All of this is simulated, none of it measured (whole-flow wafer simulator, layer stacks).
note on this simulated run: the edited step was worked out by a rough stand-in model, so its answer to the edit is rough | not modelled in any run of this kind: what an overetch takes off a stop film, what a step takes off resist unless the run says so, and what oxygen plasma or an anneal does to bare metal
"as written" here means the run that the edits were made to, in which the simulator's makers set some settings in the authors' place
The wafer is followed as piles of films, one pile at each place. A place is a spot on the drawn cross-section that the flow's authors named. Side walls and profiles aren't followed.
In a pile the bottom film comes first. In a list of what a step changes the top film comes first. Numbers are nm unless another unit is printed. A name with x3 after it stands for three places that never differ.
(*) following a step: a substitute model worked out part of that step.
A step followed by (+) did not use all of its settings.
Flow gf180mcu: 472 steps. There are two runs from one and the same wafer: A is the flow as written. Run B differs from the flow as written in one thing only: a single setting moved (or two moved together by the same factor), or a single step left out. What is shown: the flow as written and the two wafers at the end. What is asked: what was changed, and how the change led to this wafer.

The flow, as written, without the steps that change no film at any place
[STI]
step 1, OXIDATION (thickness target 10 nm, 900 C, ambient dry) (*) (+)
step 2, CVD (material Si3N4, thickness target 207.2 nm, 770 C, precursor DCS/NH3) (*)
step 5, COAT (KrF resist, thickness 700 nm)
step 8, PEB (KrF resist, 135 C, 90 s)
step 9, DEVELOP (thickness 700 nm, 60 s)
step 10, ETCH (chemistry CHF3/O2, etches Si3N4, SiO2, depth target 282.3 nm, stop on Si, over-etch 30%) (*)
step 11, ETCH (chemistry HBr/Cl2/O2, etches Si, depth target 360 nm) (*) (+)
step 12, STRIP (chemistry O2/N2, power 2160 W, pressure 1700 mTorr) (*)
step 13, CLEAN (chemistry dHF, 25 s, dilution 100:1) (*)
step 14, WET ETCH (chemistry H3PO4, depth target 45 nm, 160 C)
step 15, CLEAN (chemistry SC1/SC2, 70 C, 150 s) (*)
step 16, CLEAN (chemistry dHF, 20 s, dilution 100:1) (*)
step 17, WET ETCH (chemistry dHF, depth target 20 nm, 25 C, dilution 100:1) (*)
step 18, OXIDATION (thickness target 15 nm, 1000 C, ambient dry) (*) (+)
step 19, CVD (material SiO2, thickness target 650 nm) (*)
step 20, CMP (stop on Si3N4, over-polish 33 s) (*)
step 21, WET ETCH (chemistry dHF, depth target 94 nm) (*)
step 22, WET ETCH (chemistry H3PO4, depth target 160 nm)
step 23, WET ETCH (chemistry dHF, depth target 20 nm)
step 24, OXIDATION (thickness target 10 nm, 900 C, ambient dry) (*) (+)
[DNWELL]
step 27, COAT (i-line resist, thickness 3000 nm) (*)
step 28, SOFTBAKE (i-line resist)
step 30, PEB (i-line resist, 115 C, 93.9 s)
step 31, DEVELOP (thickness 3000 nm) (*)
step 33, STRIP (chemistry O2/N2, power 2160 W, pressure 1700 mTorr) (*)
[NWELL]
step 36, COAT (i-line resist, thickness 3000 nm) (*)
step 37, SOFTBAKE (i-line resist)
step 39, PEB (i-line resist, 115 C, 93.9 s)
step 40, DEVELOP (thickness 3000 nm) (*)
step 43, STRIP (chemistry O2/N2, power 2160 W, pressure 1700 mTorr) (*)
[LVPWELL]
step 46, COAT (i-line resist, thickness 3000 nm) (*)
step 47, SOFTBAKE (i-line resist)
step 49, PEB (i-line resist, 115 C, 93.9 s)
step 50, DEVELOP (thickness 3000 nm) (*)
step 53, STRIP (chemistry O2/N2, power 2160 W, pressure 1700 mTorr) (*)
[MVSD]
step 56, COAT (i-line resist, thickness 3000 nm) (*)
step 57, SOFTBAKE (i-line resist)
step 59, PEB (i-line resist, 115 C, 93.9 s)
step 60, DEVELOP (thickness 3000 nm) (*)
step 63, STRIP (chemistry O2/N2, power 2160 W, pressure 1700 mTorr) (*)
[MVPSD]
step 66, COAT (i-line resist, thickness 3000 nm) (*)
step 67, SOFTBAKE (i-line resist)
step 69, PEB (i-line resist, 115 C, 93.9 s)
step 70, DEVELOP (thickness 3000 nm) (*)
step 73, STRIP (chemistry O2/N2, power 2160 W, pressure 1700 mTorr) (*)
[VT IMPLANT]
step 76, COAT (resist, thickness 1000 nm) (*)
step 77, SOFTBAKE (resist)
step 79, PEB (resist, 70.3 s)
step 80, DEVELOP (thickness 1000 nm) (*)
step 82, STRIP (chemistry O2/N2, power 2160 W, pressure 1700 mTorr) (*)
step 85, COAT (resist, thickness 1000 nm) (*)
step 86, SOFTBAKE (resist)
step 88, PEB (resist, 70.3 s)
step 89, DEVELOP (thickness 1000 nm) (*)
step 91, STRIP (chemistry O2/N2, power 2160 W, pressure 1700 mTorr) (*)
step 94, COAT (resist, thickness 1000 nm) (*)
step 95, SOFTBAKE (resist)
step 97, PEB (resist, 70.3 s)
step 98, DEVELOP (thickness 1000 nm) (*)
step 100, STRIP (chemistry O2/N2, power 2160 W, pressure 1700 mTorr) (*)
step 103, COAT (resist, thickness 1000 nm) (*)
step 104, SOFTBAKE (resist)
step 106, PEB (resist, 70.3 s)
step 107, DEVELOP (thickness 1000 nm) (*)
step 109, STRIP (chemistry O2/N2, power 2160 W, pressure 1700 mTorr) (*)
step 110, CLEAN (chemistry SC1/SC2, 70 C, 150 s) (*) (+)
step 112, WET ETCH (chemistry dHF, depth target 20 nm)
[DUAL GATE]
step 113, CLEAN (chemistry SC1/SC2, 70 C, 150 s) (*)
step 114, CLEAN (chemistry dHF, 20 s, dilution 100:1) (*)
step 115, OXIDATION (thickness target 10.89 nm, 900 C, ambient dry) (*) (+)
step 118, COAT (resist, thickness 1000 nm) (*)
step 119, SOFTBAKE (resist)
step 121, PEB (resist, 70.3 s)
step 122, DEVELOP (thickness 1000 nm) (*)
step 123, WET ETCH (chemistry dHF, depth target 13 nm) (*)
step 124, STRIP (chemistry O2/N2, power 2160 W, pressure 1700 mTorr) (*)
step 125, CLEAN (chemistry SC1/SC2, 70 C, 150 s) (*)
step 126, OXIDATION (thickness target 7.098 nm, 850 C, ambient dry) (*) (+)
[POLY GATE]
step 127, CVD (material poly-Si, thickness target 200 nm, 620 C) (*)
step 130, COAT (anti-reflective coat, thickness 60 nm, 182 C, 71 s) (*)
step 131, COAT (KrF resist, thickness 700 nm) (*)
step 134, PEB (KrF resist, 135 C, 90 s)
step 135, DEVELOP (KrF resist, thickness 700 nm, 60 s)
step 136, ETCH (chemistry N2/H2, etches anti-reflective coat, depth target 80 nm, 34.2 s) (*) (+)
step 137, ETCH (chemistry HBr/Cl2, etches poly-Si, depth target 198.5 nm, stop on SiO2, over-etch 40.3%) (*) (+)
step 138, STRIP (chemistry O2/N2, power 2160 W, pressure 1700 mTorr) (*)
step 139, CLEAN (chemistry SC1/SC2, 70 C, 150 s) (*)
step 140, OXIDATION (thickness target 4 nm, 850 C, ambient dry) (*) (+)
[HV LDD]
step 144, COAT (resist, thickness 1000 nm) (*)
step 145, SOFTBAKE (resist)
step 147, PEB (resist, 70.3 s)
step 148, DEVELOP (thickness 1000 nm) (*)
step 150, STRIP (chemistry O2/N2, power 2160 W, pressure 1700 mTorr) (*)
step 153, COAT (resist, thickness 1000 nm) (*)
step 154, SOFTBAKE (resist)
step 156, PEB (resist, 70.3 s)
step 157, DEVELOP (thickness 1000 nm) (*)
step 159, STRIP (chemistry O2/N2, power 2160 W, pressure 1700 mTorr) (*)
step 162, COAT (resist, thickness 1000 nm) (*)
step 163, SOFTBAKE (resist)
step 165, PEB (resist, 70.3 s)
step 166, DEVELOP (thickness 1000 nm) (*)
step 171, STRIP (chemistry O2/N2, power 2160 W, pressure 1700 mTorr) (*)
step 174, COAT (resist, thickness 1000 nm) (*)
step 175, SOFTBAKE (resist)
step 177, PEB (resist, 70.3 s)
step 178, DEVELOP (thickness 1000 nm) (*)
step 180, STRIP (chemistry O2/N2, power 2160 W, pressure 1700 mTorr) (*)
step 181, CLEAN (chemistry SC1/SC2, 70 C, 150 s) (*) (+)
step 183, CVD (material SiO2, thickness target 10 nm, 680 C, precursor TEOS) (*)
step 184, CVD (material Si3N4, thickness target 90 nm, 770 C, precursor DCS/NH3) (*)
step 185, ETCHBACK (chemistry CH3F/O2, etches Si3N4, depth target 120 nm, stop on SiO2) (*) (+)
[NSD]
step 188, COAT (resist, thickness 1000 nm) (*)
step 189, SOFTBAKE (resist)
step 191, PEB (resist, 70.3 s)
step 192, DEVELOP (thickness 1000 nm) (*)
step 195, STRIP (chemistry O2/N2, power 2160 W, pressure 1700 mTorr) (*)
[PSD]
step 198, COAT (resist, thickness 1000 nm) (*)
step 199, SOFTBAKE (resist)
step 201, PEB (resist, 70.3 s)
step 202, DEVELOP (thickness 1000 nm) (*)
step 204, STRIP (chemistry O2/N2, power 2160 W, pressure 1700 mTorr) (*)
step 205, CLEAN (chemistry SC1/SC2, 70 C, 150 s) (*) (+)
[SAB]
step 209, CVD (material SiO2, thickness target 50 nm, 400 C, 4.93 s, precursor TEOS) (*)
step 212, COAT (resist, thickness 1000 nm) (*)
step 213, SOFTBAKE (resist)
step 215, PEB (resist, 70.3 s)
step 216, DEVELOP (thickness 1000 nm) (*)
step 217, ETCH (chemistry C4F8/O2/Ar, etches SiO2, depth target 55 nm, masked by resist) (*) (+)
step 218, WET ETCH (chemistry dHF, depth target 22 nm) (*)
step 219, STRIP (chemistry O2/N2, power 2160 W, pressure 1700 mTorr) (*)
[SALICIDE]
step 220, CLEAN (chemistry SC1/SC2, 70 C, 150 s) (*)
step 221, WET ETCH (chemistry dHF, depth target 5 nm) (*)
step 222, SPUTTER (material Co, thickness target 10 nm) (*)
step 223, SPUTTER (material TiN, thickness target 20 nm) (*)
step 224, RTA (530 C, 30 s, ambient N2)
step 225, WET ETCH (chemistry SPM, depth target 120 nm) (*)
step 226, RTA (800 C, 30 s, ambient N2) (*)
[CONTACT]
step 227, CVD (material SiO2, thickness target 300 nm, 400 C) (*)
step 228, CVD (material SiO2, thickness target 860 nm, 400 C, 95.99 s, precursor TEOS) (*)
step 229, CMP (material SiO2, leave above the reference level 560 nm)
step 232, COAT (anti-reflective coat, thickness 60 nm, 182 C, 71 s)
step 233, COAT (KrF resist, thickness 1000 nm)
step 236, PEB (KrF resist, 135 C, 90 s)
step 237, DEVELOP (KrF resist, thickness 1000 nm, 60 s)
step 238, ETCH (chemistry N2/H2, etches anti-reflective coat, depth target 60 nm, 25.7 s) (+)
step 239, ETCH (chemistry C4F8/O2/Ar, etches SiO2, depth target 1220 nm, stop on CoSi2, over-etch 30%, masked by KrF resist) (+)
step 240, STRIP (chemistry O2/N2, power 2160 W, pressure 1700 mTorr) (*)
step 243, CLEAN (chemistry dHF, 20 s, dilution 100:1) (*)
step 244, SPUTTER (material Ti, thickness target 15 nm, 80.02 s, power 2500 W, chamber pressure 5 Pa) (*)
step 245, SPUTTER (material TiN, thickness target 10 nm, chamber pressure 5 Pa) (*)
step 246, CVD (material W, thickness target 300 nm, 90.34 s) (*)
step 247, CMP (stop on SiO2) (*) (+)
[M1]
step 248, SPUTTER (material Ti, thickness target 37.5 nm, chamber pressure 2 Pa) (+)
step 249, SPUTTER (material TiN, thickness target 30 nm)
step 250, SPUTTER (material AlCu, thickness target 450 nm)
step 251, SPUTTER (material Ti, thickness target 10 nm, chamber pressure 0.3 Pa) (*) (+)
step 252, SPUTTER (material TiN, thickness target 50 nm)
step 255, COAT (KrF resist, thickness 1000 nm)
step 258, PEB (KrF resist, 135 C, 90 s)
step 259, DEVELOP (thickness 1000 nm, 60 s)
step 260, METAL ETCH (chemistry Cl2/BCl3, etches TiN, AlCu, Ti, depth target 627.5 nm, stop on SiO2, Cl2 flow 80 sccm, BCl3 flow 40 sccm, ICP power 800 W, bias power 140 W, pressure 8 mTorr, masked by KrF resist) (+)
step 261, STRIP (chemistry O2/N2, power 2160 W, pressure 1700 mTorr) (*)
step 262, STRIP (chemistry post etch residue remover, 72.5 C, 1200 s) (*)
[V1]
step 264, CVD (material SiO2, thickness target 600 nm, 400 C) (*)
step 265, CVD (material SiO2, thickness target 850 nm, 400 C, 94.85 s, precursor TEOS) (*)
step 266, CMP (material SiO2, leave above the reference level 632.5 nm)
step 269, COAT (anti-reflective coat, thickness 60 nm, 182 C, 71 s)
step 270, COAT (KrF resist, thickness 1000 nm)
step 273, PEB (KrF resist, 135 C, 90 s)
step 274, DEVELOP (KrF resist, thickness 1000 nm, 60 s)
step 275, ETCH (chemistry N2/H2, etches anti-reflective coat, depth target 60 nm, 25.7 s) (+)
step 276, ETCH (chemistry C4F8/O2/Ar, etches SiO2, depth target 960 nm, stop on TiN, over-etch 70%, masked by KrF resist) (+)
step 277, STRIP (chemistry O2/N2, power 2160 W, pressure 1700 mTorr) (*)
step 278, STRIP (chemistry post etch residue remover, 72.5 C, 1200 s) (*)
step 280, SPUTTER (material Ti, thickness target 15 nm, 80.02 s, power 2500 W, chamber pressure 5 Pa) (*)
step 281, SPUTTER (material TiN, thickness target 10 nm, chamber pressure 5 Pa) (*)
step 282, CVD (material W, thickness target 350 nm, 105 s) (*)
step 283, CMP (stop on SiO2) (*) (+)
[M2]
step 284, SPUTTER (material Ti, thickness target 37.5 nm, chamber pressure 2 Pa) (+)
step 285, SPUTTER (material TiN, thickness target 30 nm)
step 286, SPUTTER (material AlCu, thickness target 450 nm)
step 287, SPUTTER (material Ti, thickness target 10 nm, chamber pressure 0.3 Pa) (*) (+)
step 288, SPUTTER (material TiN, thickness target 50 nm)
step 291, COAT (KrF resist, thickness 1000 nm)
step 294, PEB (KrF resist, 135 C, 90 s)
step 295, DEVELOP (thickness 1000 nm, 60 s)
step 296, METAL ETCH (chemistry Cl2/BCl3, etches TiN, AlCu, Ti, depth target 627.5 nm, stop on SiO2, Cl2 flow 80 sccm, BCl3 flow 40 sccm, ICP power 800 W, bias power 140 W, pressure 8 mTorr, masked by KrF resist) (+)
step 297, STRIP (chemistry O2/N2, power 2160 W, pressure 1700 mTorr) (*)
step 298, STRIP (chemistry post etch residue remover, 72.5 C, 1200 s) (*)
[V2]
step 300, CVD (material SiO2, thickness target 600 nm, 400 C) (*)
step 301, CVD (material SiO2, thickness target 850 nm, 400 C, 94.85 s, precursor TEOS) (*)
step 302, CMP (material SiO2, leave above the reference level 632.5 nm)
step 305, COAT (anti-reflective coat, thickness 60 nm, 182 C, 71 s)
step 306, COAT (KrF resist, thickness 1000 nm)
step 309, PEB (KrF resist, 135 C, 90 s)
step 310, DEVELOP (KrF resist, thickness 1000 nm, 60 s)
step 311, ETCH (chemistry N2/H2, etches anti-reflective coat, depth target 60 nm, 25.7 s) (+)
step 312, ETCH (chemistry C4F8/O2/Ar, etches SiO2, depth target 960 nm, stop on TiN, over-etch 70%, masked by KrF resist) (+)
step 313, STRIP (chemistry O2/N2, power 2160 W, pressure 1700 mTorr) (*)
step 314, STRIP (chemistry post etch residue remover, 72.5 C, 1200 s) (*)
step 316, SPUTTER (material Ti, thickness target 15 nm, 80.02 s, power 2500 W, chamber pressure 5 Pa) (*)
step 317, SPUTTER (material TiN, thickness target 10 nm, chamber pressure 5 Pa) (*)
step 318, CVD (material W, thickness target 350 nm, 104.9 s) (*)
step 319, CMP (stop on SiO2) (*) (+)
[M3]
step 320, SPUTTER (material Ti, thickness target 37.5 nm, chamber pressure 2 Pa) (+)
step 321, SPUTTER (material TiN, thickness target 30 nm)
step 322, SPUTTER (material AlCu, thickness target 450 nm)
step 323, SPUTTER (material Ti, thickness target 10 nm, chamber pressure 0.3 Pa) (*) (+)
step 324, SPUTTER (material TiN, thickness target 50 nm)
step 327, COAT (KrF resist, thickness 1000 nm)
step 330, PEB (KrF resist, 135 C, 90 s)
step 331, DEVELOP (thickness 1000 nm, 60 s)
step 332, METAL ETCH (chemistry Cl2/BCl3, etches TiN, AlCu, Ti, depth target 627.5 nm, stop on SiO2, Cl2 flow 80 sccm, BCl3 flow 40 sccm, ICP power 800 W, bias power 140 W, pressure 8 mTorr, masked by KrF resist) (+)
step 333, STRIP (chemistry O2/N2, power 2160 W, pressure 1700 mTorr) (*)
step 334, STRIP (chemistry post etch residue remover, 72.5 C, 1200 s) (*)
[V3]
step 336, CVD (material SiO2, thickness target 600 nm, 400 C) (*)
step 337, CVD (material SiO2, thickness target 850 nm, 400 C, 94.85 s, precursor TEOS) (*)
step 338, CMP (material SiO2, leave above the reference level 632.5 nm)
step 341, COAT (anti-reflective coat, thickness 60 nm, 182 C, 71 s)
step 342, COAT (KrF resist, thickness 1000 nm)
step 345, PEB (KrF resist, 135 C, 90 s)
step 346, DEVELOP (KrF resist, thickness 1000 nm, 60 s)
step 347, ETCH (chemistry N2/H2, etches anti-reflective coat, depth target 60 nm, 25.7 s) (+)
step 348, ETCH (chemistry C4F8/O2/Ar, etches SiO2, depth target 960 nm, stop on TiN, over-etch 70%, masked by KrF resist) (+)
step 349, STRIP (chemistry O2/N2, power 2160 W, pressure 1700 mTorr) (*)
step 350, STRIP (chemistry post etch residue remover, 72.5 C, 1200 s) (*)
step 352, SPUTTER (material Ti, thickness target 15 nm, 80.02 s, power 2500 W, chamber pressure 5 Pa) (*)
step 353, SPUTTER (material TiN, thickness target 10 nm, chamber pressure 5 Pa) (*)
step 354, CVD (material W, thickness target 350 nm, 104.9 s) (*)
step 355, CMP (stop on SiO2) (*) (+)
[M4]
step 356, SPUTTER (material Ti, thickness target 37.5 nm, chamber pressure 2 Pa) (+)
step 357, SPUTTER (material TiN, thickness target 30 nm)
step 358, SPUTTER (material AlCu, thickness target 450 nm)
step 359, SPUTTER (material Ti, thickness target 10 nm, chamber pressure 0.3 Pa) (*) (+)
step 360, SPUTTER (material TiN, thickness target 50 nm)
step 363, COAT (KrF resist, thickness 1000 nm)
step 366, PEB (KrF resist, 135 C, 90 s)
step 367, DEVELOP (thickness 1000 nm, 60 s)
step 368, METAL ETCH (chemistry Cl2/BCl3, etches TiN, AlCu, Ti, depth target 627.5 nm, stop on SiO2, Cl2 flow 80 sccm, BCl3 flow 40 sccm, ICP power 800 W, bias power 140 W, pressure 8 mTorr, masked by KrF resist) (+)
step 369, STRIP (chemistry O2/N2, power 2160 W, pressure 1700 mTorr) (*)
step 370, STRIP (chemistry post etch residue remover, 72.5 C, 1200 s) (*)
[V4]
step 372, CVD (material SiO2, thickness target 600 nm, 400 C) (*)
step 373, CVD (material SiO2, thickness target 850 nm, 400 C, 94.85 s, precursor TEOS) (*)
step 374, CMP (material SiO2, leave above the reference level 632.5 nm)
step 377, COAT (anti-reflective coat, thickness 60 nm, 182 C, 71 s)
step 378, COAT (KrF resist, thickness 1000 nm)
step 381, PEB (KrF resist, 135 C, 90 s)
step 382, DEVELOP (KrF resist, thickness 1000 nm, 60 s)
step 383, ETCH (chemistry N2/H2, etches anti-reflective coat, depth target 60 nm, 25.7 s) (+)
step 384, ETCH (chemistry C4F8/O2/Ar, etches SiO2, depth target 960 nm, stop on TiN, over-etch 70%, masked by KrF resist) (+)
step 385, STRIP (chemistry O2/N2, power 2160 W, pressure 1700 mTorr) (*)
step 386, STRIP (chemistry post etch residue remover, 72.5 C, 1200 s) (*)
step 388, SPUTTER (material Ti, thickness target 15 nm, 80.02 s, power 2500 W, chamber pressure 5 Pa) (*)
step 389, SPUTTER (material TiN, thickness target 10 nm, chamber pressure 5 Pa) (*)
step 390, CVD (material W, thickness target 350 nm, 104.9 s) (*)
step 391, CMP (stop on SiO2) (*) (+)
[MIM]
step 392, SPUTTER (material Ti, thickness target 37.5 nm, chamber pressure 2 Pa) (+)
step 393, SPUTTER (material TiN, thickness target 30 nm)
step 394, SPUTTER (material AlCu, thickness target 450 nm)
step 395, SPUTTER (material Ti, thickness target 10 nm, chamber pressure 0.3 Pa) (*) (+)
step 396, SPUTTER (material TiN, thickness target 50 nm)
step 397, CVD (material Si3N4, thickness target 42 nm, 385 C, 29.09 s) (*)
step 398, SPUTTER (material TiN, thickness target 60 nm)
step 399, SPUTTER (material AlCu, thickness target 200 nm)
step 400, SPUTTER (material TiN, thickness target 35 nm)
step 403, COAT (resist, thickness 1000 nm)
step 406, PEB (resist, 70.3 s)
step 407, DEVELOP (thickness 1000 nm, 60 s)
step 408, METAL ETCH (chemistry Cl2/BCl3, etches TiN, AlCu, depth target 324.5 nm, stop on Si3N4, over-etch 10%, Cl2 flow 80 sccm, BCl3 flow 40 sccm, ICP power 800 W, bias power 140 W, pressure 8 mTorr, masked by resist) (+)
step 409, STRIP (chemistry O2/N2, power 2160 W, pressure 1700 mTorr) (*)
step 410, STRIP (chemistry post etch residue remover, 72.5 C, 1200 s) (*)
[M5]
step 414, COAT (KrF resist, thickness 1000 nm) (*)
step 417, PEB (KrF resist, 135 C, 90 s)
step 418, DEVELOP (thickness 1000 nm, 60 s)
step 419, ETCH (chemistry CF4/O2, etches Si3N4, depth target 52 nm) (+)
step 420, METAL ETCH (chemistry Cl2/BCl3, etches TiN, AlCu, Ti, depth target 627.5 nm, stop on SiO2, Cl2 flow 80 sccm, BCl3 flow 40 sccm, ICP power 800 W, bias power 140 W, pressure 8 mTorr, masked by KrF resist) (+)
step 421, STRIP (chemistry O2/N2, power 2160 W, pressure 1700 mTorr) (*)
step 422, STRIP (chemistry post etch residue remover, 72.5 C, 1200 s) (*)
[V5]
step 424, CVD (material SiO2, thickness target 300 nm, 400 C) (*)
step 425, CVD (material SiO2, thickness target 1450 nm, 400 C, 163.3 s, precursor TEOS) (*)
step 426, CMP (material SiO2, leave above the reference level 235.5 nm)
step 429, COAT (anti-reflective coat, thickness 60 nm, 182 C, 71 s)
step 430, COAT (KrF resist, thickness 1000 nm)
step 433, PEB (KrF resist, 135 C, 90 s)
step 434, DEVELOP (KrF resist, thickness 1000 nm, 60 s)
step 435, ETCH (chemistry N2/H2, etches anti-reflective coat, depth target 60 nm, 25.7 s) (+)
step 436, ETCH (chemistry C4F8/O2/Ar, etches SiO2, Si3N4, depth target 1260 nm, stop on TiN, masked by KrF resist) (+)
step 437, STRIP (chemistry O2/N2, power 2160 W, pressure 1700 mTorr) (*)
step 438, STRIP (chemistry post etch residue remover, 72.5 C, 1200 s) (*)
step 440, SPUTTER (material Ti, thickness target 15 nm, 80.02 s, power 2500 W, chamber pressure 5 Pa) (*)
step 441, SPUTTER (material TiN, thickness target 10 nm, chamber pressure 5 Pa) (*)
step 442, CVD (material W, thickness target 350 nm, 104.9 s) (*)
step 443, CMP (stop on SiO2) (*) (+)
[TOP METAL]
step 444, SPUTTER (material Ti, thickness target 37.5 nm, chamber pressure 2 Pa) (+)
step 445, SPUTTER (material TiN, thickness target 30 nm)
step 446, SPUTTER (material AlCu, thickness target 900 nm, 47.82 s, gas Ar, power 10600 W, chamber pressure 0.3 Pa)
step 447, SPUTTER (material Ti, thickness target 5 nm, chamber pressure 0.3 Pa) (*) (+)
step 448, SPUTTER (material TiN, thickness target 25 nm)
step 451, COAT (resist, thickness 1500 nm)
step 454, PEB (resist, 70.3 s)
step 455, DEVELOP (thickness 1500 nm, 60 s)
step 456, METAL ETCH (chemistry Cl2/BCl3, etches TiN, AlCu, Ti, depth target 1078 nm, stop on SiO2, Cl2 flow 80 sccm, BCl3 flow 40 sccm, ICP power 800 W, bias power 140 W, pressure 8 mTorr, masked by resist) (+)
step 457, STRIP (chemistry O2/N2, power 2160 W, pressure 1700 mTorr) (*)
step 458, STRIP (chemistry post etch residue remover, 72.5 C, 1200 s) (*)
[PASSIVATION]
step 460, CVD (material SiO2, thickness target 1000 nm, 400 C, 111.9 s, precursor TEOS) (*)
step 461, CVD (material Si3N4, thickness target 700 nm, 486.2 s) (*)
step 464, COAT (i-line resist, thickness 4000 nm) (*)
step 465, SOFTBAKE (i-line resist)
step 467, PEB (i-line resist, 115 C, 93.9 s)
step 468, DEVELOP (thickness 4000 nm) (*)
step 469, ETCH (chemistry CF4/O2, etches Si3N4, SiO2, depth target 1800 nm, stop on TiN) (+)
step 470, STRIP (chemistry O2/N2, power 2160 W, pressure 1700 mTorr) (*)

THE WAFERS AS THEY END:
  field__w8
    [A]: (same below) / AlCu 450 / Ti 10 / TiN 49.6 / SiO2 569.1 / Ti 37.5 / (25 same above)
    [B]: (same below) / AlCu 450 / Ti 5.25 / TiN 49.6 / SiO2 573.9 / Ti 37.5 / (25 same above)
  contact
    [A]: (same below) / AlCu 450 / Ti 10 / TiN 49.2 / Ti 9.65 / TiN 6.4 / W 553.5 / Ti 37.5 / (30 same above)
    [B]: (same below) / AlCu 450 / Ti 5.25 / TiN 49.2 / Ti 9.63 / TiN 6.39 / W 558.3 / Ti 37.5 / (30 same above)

What caused this: step 287, SPUTTER: thickness target 5.25 nm was run, while the flow as written has thickness target 10 nm.
The wafer lets one read it off: field__w8 has Ti 5.25, and step 287 as written asks for 10 nm.

How this came from the change, step by step:
  step 287, SPUTTER (material Ti, thickness target 10 nm, chamber pressure 0.3 Pa) (*) (+)
      field, field__w1, field__w2 and 108 more: A Ti gains 10 (new film) | B Ti gains 5.25 (new film)
  step 296, METAL ETCH (chemistry Cl2/BCl3, etches TiN, AlCu, Ti, depth target 627.5 nm, stop on SiO2, Cl2 flow 80 sccm, BCl3 flow 40 sccm, ICP power 800 W, bias power 140 W, pressure 8 mTorr, masked by KrF resist) (+)
      field, field__w1, field__w2 and 103 more: A TiN loses 50 (all of it), Ti loses 10 (all of it), AlCu loses 450 (all of it), TiN loses 30 (all of it), Ti loses 37.5 (all of it) | B TiN loses 50 (all of it), Ti loses 5.25 (all of it), AlCu loses 450 (all of it), TiN loses 30 (all of it), Ti loses 37.5 (all of it)
